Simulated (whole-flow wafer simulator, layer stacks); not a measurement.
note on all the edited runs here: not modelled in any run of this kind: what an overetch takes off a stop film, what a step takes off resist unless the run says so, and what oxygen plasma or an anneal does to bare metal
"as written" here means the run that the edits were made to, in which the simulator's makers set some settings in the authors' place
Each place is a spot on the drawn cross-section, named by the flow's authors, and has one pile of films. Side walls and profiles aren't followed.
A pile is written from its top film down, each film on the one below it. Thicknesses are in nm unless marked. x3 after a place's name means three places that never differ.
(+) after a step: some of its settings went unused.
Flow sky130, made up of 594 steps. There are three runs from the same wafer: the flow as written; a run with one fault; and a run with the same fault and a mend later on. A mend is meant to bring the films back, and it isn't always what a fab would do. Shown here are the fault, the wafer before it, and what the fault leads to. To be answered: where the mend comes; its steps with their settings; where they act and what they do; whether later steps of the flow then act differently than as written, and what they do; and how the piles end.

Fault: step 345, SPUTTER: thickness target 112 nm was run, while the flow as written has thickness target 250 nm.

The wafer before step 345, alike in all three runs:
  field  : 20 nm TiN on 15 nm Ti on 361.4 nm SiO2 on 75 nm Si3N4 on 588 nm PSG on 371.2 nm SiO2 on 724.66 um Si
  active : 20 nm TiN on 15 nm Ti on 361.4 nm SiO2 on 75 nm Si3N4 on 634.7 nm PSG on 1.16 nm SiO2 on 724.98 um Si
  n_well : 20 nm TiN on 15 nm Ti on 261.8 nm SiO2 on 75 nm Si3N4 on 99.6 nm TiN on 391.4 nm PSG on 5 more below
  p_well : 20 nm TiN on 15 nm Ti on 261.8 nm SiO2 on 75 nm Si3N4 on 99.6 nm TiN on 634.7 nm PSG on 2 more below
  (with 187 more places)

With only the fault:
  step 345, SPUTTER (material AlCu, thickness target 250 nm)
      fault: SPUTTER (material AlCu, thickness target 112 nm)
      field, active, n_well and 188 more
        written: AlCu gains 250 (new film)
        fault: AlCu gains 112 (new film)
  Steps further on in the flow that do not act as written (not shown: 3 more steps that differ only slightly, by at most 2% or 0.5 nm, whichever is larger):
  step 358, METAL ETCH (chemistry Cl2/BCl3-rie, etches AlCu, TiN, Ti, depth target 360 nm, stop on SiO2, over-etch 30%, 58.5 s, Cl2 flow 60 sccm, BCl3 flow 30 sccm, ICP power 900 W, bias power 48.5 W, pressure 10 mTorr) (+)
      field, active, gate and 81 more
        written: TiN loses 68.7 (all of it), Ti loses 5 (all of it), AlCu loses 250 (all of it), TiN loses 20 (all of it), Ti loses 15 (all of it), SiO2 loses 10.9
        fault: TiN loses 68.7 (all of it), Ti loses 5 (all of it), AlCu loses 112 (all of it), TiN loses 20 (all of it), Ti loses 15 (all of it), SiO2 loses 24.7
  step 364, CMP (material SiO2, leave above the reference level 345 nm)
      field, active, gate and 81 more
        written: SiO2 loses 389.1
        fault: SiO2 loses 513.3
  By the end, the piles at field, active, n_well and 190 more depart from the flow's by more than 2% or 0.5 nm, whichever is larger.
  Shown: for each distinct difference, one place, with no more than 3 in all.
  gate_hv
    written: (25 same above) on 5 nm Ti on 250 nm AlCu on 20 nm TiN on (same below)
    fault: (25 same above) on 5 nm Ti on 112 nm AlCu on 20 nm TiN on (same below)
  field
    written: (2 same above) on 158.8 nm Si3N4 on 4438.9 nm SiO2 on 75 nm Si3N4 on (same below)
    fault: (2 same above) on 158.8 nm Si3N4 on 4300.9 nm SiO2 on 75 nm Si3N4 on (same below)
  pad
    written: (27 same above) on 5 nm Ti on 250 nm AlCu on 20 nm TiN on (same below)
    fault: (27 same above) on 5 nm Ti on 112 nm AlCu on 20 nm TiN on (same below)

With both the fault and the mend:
  After step 345 comes the mend.
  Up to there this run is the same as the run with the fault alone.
  step 345a, SPUTTER (material AlCu, thickness target 138 nm) (the flow's step 345 again, with other settings)
      field, active, n_well and 188 more
        AlCu gains 138
  Every later step of the flow that is run acts as written at every place that is followed.
  The piles end the same as the flow's at every place that both follow.
